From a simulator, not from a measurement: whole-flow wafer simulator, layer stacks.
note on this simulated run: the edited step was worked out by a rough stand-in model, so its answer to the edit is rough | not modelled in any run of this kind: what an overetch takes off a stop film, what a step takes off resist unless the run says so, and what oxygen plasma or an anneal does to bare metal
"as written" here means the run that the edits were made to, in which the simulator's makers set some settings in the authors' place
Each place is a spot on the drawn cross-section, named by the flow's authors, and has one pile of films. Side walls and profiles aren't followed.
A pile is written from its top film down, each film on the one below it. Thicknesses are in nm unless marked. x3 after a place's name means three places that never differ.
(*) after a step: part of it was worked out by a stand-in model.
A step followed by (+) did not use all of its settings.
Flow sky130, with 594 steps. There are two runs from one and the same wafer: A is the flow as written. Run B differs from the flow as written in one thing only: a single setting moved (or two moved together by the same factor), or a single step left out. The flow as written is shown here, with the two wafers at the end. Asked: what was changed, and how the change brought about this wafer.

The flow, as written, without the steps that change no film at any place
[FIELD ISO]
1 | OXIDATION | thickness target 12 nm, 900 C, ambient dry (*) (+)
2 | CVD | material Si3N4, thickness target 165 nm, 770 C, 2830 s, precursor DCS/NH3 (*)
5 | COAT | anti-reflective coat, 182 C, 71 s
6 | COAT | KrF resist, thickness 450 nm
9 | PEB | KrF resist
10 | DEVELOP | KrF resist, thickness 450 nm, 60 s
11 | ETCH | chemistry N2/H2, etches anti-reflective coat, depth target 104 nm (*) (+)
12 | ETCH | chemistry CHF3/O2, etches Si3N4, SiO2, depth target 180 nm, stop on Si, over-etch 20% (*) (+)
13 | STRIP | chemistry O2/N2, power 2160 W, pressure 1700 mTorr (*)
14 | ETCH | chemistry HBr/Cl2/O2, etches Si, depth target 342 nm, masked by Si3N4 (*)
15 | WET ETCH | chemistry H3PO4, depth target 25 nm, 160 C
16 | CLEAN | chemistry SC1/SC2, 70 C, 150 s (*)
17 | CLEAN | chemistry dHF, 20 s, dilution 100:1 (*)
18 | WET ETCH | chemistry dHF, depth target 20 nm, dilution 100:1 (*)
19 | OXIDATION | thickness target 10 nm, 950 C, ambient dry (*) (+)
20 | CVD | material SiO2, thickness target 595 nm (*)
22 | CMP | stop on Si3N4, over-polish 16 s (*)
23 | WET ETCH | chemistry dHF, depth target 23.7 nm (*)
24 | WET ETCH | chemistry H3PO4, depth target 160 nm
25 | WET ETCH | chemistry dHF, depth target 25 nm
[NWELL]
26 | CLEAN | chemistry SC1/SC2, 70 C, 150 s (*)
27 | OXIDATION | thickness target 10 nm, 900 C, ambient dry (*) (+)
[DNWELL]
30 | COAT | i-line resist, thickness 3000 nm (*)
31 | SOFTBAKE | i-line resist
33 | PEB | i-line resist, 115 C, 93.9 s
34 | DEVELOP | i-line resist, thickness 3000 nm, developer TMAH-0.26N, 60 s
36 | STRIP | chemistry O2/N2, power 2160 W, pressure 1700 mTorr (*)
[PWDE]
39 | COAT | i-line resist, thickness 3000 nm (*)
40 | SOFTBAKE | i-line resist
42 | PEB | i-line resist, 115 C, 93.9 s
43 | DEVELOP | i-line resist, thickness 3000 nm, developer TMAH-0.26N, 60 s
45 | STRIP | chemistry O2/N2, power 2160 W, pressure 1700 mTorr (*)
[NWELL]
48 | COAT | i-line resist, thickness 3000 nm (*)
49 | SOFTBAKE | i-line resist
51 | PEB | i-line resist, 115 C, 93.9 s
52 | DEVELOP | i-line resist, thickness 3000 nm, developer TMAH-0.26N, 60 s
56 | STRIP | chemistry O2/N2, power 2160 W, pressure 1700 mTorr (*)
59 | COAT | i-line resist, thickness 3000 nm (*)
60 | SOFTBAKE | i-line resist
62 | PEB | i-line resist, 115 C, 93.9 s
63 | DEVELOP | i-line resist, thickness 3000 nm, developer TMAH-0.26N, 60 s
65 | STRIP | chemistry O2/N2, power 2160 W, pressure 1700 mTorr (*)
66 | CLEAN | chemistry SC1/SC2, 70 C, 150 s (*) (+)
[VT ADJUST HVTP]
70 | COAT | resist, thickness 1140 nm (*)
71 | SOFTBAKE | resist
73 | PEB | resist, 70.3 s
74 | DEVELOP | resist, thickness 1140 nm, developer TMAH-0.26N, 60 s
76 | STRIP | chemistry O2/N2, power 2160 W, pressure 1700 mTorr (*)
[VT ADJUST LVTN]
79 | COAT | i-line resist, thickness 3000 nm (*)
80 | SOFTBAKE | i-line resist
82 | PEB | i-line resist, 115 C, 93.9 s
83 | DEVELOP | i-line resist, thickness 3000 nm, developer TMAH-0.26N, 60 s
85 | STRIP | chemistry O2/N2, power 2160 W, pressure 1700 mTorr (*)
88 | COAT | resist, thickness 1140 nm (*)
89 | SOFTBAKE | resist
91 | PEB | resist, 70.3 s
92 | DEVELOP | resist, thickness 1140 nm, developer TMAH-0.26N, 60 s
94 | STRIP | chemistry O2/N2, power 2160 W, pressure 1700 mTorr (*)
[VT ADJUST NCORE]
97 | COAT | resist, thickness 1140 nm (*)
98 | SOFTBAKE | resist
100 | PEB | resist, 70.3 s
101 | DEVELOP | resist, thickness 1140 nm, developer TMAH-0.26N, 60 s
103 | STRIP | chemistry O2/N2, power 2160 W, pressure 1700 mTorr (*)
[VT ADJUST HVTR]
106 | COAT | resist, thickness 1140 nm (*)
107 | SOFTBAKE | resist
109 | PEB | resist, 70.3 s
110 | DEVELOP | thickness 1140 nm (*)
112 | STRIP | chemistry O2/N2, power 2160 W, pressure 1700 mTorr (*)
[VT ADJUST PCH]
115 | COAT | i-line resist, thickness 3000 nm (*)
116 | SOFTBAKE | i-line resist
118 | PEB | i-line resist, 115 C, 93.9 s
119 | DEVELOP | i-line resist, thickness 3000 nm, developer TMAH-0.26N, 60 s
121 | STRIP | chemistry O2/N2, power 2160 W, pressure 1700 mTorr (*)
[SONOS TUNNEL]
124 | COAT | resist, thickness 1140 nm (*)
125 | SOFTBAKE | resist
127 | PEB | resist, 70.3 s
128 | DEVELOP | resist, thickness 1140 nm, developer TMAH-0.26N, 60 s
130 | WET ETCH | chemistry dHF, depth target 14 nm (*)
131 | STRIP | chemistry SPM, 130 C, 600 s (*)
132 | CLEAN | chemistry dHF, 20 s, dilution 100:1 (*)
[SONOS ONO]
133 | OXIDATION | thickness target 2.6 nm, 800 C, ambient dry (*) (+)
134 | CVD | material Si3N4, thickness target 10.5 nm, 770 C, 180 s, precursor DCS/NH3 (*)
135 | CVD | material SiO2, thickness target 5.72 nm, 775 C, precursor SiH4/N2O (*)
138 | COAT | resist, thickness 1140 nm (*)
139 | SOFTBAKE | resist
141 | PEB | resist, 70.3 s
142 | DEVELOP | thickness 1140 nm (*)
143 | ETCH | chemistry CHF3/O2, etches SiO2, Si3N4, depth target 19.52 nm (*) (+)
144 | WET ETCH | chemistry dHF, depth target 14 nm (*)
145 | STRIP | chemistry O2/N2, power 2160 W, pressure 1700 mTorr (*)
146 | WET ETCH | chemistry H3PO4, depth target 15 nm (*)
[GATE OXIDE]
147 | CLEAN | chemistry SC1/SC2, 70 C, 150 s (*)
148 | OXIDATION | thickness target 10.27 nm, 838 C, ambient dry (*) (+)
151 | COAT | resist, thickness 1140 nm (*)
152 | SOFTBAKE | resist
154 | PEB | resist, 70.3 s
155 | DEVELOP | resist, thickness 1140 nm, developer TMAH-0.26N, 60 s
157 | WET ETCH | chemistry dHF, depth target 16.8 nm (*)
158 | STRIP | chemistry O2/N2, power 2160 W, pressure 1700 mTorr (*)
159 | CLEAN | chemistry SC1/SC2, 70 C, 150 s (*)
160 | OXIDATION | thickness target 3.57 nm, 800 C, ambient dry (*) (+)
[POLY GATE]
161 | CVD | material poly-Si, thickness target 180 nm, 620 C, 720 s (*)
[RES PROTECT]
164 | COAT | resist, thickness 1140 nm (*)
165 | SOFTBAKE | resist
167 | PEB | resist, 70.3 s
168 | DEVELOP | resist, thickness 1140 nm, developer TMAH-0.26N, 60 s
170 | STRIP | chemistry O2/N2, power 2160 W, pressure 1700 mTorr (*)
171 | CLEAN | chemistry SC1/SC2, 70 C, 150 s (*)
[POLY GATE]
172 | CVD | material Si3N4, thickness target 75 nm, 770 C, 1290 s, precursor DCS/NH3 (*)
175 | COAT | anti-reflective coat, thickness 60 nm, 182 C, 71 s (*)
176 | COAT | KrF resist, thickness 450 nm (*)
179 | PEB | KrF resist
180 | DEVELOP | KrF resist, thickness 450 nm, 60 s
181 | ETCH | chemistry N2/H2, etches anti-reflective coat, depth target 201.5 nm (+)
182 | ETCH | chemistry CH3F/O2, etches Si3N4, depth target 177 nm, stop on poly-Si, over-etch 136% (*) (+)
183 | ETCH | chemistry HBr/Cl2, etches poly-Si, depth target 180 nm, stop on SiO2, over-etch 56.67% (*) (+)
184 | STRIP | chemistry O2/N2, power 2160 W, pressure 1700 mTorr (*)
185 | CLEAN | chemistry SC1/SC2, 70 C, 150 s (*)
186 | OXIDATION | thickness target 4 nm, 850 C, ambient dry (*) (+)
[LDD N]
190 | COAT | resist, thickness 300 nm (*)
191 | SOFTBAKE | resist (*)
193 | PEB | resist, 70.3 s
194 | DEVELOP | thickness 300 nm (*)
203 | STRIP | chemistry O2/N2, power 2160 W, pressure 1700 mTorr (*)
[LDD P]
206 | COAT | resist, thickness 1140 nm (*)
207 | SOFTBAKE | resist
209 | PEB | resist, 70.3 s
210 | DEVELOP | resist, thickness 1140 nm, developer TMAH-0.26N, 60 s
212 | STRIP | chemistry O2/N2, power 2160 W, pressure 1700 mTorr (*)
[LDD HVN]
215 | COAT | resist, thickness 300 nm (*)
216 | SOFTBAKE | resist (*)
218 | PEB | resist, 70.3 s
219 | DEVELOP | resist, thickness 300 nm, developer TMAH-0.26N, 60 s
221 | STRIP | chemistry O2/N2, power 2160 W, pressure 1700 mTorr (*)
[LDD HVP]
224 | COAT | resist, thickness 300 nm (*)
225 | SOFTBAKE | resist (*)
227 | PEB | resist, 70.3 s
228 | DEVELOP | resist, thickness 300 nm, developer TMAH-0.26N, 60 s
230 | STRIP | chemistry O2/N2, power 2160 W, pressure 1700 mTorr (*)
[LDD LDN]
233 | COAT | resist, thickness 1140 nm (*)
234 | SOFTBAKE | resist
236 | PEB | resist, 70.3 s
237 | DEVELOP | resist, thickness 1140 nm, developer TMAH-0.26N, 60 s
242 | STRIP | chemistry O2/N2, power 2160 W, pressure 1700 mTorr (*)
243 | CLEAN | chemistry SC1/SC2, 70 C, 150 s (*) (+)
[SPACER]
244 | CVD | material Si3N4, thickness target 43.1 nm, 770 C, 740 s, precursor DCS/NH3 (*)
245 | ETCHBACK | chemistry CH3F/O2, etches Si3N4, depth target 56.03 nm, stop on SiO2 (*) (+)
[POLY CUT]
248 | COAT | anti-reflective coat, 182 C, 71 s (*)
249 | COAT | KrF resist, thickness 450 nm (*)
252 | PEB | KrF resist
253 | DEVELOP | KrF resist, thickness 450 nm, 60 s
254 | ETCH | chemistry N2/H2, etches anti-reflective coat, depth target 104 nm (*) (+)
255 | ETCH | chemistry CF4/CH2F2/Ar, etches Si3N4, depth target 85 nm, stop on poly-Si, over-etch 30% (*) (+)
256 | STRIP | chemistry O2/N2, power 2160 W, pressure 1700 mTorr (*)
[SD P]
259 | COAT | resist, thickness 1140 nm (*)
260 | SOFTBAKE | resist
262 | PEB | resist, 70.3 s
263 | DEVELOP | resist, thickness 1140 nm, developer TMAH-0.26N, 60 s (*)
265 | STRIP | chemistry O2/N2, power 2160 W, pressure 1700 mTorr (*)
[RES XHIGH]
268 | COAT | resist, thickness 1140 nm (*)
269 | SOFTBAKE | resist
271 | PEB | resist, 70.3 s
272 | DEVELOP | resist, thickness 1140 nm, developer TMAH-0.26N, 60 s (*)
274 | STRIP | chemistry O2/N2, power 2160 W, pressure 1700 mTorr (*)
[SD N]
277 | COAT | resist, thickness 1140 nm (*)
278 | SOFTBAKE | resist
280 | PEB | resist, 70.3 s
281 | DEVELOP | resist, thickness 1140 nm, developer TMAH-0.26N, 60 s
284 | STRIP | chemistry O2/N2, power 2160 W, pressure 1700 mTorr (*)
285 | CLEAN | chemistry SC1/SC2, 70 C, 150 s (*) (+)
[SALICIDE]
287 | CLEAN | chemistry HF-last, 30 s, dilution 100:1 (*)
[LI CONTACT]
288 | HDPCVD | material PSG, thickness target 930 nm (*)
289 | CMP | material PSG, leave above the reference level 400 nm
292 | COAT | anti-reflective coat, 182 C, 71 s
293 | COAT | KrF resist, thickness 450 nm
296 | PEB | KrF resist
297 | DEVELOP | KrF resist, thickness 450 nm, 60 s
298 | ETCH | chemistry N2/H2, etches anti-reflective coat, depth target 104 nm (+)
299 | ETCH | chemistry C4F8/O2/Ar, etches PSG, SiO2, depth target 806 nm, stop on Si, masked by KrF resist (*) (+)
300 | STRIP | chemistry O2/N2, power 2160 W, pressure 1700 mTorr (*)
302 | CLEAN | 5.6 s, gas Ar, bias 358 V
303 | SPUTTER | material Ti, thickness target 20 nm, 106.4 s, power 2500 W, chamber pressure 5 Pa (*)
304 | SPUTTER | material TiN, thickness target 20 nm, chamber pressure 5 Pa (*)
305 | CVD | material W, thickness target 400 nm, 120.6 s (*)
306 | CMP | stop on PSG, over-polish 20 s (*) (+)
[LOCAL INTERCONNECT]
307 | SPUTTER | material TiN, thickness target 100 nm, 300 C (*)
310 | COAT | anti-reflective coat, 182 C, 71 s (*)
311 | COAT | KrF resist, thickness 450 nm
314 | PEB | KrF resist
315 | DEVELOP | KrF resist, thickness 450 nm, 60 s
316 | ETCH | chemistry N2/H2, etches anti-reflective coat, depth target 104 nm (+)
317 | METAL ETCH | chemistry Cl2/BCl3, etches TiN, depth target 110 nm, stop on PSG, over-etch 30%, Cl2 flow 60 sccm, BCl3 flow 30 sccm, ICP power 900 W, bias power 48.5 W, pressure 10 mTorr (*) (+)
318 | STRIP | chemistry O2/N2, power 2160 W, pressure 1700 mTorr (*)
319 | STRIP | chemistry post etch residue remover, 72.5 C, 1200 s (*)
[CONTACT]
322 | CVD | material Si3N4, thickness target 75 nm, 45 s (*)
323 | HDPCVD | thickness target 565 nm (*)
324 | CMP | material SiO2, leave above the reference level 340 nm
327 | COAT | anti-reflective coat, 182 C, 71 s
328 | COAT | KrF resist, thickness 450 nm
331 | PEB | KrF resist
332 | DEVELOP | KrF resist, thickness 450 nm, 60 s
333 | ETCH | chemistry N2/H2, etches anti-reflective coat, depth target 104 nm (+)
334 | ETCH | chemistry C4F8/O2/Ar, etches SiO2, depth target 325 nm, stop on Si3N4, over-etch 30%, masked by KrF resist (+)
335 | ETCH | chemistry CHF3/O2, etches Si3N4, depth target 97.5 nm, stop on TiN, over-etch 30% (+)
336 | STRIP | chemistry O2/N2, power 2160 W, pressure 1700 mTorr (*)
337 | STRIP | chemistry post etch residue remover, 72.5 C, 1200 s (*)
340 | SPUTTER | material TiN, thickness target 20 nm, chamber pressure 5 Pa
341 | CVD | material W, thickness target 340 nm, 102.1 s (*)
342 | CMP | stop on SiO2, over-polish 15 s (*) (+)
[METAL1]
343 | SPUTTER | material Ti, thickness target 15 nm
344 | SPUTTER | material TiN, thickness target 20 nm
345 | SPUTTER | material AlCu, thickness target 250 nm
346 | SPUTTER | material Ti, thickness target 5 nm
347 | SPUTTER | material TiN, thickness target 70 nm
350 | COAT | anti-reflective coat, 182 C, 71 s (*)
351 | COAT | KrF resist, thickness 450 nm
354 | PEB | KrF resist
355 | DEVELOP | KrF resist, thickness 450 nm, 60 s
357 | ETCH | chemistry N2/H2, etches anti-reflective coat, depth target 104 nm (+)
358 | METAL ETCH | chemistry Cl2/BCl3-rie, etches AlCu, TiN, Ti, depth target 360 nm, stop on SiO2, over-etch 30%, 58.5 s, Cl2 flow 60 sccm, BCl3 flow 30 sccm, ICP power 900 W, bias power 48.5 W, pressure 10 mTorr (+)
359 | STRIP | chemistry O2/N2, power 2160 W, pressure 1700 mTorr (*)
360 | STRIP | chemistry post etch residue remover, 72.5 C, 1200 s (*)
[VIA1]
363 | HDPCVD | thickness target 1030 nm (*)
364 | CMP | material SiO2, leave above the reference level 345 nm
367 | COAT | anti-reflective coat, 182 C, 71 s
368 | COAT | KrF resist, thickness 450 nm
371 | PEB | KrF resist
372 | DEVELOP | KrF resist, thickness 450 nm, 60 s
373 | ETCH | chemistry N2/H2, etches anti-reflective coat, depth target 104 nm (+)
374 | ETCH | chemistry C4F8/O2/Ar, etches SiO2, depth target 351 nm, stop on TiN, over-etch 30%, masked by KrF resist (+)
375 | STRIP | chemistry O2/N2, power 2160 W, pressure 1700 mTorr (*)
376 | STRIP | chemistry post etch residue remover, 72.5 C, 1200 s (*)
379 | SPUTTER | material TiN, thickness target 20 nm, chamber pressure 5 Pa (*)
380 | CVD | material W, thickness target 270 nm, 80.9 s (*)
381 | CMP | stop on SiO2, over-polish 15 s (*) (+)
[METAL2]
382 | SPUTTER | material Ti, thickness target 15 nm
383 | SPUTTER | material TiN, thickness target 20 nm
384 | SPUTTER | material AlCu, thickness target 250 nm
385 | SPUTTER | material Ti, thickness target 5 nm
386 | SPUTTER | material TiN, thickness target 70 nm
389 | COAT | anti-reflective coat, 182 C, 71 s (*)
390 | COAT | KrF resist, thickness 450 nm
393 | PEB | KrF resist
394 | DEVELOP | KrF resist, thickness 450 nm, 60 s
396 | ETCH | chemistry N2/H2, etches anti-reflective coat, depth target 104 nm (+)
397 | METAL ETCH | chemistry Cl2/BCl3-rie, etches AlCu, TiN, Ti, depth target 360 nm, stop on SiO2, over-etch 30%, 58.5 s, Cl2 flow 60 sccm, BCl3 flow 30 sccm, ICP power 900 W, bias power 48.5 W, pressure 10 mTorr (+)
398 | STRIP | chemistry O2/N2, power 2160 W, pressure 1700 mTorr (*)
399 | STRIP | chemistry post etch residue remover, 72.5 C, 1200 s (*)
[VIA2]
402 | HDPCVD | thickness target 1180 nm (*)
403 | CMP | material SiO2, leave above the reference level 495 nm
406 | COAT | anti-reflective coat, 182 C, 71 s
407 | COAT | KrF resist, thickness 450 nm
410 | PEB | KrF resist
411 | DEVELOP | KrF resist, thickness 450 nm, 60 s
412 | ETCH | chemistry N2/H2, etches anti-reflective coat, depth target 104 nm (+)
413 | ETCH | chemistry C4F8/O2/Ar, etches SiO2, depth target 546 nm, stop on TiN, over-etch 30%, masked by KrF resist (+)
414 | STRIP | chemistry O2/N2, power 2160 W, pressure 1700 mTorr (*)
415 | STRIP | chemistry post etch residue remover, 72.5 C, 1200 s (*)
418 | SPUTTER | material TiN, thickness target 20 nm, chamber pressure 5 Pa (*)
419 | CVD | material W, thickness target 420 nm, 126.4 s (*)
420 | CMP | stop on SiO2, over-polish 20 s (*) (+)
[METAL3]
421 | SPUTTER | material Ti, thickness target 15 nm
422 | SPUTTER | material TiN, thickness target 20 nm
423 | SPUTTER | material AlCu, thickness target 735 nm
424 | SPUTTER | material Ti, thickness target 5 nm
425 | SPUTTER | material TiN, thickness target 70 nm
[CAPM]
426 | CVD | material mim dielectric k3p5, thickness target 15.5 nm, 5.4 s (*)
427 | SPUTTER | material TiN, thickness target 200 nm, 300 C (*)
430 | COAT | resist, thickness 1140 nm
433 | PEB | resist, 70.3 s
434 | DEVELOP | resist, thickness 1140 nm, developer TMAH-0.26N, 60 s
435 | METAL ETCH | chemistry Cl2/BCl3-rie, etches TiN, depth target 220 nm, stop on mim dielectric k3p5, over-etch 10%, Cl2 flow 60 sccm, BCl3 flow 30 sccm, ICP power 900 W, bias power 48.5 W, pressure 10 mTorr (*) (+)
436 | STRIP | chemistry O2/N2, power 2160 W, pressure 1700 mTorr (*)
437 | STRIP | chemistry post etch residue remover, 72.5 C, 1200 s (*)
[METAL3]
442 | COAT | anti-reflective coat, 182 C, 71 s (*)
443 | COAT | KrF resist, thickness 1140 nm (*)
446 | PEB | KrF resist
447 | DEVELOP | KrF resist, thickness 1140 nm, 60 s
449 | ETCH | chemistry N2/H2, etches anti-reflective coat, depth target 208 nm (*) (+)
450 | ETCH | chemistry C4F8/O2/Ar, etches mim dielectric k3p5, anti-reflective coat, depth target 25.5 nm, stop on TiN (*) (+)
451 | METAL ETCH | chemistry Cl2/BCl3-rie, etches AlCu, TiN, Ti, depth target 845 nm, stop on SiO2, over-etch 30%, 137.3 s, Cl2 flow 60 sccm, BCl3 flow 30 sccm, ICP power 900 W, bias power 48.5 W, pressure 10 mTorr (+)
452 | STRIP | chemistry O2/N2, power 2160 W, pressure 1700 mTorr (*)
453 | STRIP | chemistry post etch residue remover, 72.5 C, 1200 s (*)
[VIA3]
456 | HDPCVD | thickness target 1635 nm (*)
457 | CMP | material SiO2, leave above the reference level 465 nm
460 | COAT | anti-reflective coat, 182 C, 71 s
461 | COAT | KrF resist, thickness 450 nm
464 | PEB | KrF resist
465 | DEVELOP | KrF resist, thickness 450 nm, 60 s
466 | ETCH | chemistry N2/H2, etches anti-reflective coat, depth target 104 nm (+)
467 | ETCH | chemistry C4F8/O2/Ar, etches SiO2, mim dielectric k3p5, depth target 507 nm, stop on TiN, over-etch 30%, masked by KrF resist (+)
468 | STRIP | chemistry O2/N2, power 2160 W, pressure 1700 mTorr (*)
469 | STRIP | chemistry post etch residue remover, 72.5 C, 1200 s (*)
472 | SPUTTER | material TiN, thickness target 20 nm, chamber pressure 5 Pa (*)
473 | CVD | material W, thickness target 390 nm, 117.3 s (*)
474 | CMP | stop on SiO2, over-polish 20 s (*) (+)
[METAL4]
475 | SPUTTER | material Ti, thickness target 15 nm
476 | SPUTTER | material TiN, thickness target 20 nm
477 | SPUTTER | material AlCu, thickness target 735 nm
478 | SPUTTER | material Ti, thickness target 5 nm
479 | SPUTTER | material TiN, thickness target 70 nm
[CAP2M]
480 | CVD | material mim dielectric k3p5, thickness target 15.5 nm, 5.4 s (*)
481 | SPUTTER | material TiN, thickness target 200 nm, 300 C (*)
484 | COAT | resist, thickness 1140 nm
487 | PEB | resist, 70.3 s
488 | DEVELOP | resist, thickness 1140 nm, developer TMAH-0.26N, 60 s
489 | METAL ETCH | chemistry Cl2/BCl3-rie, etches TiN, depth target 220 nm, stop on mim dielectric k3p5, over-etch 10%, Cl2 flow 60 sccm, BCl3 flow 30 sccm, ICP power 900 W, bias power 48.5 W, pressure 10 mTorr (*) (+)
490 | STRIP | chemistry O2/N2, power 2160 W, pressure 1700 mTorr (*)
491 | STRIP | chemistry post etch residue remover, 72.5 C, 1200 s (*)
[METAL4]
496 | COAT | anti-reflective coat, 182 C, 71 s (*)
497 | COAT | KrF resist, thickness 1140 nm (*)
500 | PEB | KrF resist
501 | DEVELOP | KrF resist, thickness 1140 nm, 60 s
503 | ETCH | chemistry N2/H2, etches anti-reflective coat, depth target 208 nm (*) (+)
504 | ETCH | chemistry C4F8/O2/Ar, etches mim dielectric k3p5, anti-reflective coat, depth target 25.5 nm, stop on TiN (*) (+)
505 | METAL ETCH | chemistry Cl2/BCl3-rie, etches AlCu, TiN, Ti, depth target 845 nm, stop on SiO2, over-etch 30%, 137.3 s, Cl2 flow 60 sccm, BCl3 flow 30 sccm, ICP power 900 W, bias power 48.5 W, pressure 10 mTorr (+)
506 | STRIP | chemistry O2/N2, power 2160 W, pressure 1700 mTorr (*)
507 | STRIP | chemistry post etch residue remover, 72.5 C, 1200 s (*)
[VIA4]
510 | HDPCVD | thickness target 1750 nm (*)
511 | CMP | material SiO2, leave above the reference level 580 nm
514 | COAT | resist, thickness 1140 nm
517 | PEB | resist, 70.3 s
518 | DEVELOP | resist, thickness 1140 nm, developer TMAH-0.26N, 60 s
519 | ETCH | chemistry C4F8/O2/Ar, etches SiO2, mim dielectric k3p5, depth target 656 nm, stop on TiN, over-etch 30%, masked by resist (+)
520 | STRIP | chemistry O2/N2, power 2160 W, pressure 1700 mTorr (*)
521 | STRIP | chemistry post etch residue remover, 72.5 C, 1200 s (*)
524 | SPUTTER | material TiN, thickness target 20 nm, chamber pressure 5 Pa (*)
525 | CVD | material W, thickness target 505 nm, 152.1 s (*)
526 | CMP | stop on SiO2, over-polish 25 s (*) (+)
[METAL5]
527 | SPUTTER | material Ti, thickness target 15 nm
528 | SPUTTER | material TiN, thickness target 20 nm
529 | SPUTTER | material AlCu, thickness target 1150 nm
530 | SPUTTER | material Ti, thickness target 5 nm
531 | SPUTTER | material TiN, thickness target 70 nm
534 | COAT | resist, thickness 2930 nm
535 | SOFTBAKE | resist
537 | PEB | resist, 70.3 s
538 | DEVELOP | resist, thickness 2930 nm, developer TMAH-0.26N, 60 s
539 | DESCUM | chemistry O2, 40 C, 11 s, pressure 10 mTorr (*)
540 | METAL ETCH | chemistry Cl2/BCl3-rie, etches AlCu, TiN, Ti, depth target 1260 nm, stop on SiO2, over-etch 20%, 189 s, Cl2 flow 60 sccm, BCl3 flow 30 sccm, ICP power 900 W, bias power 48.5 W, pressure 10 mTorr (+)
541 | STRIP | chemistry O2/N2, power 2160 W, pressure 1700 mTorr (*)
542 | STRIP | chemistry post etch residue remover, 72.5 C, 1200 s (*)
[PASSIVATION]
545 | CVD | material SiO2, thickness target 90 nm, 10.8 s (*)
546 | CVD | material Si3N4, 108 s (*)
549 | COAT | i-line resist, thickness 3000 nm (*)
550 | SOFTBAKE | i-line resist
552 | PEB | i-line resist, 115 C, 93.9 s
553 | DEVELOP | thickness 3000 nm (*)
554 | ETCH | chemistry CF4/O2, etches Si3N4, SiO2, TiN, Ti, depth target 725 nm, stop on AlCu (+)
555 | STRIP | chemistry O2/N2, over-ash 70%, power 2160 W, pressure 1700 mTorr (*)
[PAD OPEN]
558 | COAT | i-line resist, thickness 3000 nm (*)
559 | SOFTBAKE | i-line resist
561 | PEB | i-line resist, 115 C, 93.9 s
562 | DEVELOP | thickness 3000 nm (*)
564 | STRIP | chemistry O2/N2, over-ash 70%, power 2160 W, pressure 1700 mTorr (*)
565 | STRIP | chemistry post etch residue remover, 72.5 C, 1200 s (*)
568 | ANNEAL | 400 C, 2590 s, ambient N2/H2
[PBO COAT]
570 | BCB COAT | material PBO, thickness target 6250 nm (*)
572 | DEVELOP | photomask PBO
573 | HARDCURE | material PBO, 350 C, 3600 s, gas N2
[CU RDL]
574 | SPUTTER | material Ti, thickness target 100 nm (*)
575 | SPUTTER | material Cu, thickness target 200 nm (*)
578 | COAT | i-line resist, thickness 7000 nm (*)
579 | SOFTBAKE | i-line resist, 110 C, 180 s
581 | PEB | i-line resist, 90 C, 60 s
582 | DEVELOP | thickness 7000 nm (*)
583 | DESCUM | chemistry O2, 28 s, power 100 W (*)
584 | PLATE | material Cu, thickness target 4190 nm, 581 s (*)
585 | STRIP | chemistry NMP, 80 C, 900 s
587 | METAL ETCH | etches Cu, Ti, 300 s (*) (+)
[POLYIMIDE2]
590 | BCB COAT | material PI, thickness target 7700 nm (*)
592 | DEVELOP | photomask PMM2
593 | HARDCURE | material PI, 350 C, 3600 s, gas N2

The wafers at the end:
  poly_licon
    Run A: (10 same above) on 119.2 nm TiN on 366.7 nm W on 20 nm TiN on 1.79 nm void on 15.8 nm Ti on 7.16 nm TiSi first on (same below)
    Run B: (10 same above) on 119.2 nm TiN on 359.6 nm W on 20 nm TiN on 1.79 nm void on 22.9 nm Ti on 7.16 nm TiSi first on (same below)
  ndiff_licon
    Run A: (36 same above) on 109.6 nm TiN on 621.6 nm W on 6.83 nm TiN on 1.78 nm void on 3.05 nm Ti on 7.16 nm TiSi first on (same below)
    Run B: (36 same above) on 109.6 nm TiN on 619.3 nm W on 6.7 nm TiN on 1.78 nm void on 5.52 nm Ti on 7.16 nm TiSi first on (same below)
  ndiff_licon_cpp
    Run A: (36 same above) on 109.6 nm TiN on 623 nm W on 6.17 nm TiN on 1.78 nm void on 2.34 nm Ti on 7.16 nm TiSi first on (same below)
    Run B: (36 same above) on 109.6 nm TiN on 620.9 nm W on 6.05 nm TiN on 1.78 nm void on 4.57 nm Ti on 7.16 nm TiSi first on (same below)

What caused this: step 303, SPUTTER: 143.6 s was run, whereas the flow has 106.4 s.

How this came from the change, step by step:
  303 | SPUTTER | material Ti, thickness target 20 nm, 106.4 s, power 2500 W, chamber pressure 5 Pa (*)
      field, active, n_well and 185 more: A +20 Ti (new film) | B +27.1 Ti (new film)
      ndiff_licon: A +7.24 Ti (new film) | B +9.71 Ti (new film)
      (also at 2 further places)
  306 | CMP | stop on PSG, over-polish 20 s (*) (+)
      field, active, n_well and 184 more: A -400 W (all of it), -20 TiN (all of it), -20 Ti (all of it), -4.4 PSG | B -400 W (all of it), -20 TiN (all of it), -27.1 Ti (all of it), -4.4 PSG
      poly_licon: A -33.3 W | B -40.4 W
